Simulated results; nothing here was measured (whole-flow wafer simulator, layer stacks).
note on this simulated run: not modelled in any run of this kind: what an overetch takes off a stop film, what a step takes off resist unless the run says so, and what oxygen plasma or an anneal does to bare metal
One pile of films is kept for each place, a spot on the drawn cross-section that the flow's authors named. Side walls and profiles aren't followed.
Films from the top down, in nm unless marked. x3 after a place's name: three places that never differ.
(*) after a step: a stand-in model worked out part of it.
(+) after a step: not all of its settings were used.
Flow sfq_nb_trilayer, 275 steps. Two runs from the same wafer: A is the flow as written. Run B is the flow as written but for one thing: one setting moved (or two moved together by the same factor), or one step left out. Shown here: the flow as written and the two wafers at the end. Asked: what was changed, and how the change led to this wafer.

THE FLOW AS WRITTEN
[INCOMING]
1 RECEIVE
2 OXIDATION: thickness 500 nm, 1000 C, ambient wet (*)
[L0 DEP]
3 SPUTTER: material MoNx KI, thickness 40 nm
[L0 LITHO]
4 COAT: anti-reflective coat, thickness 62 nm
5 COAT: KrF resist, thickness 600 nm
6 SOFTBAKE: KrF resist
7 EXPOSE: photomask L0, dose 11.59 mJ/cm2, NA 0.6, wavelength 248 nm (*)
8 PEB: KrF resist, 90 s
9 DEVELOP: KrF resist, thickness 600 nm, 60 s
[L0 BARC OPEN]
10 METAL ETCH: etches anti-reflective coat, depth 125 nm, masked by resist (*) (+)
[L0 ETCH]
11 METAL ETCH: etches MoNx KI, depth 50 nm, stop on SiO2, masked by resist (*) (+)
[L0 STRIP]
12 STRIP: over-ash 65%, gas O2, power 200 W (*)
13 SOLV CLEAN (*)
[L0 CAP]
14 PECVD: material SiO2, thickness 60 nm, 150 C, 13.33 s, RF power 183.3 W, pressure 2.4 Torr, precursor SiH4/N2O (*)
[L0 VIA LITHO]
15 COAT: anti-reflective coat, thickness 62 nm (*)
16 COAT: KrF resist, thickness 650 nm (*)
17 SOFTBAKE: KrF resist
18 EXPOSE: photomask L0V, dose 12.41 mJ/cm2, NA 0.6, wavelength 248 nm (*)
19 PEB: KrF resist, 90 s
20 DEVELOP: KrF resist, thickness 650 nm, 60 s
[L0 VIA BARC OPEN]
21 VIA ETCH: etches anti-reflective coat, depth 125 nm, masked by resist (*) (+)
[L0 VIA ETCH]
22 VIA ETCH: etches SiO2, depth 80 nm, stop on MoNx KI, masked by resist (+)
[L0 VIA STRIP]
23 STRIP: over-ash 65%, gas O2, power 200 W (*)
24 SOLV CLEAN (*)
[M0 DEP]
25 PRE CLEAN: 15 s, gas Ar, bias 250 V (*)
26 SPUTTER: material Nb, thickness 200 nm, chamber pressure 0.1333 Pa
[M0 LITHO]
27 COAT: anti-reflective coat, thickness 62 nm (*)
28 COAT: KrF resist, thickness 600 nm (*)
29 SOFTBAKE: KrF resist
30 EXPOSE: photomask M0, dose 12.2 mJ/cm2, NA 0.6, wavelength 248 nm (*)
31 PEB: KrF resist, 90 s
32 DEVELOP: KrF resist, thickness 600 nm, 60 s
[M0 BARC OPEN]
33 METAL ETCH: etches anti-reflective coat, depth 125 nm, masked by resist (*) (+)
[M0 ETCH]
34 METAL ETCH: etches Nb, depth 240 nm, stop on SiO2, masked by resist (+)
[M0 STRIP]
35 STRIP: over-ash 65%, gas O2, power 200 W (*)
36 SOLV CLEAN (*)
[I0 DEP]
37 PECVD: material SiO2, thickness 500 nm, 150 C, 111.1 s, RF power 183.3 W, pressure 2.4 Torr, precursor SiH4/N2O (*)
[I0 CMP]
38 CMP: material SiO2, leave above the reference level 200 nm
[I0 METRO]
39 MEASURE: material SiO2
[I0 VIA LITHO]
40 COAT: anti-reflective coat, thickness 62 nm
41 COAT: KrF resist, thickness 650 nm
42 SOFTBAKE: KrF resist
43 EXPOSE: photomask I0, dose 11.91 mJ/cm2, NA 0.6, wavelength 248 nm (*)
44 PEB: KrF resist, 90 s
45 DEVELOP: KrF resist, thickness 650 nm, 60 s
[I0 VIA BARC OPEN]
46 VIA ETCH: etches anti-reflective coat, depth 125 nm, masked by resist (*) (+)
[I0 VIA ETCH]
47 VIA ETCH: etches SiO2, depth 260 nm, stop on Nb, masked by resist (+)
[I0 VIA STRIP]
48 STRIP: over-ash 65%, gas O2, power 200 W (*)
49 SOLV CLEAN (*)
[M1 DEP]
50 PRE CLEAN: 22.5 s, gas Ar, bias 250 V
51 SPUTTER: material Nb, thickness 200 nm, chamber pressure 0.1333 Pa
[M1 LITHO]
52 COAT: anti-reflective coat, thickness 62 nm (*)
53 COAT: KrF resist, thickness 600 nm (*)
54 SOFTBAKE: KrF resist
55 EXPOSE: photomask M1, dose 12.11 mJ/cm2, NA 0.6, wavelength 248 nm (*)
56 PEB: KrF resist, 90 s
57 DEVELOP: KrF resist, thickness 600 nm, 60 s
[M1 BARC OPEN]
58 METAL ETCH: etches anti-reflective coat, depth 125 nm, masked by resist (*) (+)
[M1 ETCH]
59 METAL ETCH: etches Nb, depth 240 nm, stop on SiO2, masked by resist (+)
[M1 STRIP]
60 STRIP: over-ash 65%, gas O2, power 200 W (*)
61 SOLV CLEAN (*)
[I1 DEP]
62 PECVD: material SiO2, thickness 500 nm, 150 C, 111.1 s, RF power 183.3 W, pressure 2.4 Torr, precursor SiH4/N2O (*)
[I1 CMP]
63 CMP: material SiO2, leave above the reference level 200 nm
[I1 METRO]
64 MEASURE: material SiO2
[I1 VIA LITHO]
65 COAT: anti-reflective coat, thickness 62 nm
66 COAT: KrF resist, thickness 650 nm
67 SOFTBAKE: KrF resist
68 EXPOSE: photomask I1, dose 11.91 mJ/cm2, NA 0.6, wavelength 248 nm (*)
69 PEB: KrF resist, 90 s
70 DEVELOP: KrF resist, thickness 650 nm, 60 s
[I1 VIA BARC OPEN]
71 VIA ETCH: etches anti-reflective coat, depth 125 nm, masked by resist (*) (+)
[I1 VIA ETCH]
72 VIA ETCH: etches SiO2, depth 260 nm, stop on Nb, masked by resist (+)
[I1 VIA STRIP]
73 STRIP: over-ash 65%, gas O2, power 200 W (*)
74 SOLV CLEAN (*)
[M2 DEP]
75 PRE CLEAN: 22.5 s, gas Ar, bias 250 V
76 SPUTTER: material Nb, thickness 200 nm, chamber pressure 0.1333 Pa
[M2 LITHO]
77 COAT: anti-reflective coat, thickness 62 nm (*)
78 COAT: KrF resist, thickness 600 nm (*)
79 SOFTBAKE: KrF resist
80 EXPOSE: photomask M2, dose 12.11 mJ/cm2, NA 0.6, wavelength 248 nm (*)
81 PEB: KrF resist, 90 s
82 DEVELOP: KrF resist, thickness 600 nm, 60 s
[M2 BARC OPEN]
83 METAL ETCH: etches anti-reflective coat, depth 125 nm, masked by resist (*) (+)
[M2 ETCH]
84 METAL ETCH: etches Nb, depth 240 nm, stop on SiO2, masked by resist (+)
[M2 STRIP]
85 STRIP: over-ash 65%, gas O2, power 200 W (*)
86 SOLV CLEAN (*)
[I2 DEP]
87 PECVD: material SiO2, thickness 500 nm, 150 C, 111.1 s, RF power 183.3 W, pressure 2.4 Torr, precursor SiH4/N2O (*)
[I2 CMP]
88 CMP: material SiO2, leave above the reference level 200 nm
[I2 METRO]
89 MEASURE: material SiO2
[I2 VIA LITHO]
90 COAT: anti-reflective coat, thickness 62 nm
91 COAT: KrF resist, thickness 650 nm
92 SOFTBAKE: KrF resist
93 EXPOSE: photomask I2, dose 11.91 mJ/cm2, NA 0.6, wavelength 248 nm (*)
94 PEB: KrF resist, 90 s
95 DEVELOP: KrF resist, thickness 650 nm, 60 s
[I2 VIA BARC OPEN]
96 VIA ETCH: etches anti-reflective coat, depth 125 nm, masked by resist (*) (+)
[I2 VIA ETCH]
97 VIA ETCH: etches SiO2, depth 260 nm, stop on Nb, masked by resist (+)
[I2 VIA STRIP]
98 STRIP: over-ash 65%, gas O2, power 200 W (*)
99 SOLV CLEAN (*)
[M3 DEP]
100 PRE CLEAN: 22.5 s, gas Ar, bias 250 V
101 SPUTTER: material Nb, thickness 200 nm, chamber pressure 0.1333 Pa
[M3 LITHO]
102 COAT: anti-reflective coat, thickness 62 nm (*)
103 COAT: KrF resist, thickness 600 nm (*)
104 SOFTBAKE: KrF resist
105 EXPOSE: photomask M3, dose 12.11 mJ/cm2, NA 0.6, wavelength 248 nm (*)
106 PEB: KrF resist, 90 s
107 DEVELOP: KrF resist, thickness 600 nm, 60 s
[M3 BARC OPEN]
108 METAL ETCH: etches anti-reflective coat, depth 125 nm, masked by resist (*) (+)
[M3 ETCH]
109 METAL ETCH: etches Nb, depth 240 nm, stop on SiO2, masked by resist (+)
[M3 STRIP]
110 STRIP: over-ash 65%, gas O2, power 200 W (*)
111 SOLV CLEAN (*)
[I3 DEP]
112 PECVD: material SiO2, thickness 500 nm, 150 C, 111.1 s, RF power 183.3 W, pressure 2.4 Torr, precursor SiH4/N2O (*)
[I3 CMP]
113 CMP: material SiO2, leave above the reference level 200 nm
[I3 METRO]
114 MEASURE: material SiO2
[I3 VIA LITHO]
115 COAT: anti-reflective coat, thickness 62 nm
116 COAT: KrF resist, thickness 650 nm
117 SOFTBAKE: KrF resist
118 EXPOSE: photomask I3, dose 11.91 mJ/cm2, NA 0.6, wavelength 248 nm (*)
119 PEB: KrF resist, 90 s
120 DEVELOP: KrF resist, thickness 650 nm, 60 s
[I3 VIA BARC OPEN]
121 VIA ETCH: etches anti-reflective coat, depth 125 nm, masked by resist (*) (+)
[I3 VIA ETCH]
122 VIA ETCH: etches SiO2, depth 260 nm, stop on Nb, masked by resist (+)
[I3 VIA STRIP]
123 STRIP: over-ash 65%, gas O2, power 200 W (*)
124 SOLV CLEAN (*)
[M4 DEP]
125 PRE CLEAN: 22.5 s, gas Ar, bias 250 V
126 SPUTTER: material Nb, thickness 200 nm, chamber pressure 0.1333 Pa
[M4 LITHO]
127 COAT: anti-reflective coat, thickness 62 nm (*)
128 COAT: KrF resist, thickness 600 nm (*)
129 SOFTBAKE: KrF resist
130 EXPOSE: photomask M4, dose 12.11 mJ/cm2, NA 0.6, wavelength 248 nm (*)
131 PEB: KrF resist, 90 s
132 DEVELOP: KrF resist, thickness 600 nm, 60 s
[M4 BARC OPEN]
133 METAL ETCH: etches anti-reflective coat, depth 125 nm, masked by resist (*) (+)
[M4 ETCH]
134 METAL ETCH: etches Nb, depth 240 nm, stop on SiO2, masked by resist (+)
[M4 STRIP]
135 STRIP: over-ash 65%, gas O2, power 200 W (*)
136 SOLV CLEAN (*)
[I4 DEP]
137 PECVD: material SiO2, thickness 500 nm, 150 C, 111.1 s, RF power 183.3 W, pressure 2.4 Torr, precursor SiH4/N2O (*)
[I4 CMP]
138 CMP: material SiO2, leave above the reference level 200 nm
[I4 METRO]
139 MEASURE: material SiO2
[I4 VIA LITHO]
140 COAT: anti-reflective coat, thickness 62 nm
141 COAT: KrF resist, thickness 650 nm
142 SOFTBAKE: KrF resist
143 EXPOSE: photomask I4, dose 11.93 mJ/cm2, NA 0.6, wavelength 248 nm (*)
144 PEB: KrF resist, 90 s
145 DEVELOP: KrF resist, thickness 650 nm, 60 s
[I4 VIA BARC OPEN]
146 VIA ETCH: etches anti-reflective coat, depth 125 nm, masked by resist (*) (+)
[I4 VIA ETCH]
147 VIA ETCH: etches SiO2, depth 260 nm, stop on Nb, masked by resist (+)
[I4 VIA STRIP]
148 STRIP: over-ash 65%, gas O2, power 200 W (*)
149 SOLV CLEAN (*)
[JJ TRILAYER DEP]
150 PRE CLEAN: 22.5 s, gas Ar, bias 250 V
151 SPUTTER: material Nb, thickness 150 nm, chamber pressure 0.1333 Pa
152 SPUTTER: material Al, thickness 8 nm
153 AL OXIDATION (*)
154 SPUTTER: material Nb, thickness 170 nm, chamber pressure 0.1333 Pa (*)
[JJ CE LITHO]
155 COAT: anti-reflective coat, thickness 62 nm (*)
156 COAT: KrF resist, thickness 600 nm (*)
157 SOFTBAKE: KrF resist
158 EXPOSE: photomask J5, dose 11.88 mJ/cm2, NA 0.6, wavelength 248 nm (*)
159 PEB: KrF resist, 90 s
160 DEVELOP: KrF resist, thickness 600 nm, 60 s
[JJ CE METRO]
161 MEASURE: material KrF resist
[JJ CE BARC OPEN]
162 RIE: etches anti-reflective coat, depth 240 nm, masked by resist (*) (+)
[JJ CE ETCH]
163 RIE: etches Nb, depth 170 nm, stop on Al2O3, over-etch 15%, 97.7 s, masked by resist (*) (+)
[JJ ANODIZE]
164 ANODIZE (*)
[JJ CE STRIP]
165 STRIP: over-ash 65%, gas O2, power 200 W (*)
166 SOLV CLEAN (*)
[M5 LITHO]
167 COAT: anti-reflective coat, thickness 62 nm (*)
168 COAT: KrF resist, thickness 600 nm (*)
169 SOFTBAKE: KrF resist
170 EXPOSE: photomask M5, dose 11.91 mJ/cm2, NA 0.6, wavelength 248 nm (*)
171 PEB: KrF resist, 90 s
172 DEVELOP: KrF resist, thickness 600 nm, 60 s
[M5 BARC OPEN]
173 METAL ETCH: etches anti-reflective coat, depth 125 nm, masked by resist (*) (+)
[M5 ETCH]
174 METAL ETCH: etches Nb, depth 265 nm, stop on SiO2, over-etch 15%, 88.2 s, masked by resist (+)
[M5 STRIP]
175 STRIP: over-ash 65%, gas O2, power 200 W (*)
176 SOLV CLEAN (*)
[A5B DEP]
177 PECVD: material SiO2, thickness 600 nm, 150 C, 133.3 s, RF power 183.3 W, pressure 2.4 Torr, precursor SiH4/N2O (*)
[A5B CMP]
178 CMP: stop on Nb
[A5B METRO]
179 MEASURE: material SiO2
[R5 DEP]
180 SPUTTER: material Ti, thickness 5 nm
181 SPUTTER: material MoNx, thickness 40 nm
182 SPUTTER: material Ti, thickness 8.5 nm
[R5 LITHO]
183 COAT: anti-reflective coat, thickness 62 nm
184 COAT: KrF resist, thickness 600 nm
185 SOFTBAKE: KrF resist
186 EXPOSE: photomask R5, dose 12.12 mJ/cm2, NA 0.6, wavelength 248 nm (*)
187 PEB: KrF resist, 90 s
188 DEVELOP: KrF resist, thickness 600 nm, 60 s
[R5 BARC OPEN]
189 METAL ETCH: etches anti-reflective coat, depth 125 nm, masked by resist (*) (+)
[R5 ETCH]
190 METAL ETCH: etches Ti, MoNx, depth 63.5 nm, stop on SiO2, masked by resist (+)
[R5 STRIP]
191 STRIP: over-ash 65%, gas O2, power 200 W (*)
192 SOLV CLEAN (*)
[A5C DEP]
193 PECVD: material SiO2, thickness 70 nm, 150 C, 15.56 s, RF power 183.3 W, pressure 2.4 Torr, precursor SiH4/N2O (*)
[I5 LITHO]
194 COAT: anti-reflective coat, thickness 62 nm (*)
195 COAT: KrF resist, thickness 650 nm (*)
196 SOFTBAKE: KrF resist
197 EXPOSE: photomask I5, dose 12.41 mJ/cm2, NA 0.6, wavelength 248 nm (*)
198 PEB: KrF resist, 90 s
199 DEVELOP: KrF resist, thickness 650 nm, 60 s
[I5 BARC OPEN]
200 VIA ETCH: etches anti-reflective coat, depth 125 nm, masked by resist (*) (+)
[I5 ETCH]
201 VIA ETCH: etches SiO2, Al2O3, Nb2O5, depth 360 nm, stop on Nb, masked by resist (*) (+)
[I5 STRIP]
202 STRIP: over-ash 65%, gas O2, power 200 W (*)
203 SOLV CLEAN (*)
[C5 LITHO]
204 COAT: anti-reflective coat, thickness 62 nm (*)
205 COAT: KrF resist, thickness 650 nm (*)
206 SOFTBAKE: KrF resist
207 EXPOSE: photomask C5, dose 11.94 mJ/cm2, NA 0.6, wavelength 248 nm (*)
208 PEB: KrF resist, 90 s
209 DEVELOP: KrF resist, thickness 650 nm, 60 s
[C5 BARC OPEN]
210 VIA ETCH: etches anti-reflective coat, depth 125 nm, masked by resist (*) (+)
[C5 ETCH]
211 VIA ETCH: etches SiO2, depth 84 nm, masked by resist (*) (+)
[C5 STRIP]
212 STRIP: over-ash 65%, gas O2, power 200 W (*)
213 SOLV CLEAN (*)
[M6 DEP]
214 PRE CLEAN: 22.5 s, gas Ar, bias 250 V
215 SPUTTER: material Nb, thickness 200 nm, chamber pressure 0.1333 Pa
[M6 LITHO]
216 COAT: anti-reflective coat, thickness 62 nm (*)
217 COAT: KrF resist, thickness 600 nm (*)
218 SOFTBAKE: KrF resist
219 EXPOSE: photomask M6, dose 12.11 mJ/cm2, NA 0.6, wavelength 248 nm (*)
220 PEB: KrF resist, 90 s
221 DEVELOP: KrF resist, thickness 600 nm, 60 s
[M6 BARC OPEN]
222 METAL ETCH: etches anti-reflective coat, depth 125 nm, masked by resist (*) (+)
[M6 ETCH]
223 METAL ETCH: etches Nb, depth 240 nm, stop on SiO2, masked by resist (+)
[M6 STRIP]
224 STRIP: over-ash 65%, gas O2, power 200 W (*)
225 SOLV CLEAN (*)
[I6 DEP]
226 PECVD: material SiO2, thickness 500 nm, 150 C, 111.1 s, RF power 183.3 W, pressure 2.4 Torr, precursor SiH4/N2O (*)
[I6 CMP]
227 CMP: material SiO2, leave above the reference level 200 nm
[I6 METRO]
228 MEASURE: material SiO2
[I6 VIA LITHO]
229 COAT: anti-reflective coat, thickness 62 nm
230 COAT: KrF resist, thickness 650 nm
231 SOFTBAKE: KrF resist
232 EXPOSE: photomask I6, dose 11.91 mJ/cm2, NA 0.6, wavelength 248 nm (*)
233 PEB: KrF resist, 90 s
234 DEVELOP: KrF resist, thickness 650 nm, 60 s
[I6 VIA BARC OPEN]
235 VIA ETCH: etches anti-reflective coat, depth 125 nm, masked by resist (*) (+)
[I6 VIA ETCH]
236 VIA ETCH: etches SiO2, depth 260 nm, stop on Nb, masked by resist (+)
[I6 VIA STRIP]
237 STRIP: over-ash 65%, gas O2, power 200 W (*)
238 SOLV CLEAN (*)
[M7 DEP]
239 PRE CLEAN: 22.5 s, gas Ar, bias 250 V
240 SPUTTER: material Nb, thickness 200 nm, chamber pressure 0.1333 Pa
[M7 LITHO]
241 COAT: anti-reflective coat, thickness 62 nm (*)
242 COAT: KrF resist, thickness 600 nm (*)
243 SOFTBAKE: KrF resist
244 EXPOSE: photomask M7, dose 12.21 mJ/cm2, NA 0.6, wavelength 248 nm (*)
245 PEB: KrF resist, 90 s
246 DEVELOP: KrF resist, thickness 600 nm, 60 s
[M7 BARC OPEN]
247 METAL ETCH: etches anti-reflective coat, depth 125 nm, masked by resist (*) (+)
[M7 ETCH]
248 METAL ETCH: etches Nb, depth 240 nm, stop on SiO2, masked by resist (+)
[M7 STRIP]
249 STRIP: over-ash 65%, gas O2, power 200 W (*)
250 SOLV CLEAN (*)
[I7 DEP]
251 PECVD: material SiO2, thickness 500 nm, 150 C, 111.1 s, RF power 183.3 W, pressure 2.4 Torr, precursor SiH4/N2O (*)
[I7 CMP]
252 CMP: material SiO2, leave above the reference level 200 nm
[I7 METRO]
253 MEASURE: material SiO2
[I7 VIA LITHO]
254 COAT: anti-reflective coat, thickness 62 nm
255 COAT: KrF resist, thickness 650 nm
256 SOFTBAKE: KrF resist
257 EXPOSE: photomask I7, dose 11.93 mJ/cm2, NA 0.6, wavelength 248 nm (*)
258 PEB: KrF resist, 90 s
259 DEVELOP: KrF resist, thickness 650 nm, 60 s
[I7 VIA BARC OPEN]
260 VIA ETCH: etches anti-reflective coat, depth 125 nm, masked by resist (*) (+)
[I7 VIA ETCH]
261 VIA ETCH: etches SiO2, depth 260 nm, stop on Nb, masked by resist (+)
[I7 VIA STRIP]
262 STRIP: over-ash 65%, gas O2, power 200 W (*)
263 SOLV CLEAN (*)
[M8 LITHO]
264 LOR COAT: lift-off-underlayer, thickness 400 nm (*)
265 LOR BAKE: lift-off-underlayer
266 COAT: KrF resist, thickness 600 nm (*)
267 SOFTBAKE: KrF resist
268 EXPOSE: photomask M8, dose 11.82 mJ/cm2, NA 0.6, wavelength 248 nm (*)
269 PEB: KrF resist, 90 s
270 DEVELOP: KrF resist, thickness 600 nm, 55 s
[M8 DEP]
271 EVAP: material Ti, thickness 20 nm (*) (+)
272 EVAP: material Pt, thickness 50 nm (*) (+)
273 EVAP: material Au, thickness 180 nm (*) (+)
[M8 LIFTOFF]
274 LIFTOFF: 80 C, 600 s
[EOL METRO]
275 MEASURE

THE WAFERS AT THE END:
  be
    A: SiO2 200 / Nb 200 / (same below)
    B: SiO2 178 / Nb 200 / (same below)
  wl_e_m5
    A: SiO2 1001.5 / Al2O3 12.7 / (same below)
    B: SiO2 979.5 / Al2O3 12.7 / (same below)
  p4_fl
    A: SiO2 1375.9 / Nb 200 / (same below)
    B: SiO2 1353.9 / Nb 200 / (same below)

The cause: step 252, CMP: leave above the reference level 178 nm was run, where the flow has leave above the reference level 200 nm.
It can be read off the wafer: be has SiO2 178, and step 252 as written asks for 200 nm.

How the change led to this, step by step:
  252 CMP: material SiO2, leave above the reference level 200 nm
      field_l, p4_fl, p4_fm and 56 more: A SiO2 -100 | B SiO2 -122
      v_sur, via_wl, via_w and 37 more: A SiO2 -300 | B SiO2 -322
      (and at 7 more places)
  261 VIA ETCH: etches SiO2, depth 260 nm, stop on Nb, masked by resist (+)
      via_wl, via_w, via_wr: A SiO2 -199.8 (all of it) | B SiO2 -177.8 (all of it)
  264 LOR COAT: lift-off-underlayer, thickness 400 nm (*)
      via_wl, via_wr: A lift-off-underlayer +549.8 (new film) | B lift-off-underlayer +533.3 (new film)
      via_w: A lift-off-underlayer +536.4 (new film) | B lift-off-underlayer +521.4 (new film)
  270 DEVELOP: KrF resist, thickness 600 nm, 55 s
      via_wl: A KrF resist -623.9 (all of it), lift-off-underlayer -549.8 (all of it) | B KrF resist -621.1 (all of it), lift-off-underlayer -533.3 (all of it)
      via_w: A KrF resist -635.4 (all of it), lift-off-underlayer -536.4 (all of it) | B KrF resist -631.4 (all of it), lift-off-underlayer -521.4 (all of it)
      (and at 1 more place)
